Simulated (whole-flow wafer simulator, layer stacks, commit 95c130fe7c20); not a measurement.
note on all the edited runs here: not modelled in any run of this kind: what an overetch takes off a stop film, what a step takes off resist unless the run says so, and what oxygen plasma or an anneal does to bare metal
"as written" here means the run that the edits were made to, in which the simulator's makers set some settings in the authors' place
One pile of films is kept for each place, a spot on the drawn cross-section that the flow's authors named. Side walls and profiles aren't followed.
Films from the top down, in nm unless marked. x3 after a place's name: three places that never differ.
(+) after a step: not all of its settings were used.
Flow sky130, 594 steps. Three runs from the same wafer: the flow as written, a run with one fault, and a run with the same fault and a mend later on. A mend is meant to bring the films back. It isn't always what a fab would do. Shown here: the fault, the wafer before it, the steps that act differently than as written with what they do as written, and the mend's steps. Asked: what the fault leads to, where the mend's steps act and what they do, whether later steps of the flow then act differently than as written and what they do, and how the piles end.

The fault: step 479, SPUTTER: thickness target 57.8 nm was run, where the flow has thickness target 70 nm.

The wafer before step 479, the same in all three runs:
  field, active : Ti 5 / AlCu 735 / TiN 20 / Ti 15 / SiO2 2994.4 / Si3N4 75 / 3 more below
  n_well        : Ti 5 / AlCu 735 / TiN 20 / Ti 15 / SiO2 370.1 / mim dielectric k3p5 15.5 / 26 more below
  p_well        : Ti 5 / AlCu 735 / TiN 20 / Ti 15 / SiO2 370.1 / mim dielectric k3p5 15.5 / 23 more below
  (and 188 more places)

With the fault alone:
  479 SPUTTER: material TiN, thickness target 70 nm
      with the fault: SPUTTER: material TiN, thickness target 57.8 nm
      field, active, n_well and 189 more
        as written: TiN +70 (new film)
        with the fault: TiN +57.8 (new film)
  Later steps of the flow that act differently than as written (16 more steps differ only slightly, by at most 2% or 0.5 nm, whichever is larger, and aren't shown):
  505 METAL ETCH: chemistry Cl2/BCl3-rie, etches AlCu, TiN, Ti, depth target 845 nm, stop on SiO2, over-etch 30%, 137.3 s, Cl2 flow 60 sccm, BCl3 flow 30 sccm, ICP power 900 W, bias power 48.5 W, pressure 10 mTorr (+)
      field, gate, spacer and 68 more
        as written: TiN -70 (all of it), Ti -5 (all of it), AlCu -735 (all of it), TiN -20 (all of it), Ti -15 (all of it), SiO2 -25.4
        with the fault: TiN -57.8 (all of it), Ti -5 (all of it), AlCu -735 (all of it), TiN -20 (all of it), Ti -15 (all of it), SiO2 -26.6
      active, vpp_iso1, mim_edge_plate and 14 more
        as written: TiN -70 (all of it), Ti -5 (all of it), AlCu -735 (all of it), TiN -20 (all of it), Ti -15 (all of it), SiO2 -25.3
        with the fault: TiN -57.8 (all of it), Ti -5 (all of it), AlCu -735 (all of it), TiN -20 (all of it), Ti -15 (all of it), SiO2 -26.6
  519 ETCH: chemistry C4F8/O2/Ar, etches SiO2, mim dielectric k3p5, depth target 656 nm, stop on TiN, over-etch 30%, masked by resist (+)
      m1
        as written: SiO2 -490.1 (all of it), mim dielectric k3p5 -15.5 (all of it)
        with the fault: SiO2 -502.3 (all of it), mim dielectric k3p5 -15.5 (all of it)
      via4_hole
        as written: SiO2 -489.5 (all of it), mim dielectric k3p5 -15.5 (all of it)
        with the fault: SiO2 -501.7 (all of it), mim dielectric k3p5 -15.5 (all of it)
  At the end the piles differ from the flow's by more than 2% or 0.5 nm, whichever is larger, at n_well, p_well, gate_hv and 102 more.
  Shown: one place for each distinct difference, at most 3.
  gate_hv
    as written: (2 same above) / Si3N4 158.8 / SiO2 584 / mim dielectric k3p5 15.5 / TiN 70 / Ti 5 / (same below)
    with the fault: (2 same above) / Si3N4 158.8 / SiO2 596.2 / mim dielectric k3p5 15.5 / TiN 57.8 / Ti 5 / (same below)
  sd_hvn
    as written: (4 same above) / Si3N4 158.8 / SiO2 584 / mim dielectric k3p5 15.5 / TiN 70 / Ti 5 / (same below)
    with the fault: (4 same above) / Si3N4 158.8 / SiO2 596.2 / mim dielectric k3p5 15.5 / TiN 57.8 / Ti 5 / (same below)
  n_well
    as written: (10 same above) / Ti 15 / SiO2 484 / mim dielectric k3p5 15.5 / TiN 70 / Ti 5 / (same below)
    with the fault: (10 same above) / Ti 15 / SiO2 496.2 / mim dielectric k3p5 15.5 / TiN 57.8 / Ti 5 / (same below)

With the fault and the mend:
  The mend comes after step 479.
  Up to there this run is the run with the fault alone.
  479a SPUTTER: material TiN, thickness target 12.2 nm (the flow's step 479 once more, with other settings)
      field, active, n_well and 189 more
        TiN +12.2
  No later step of the flow acts differently than as written at any place that is followed.
  At the end the piles are the same as the flow's at every place that both follow.
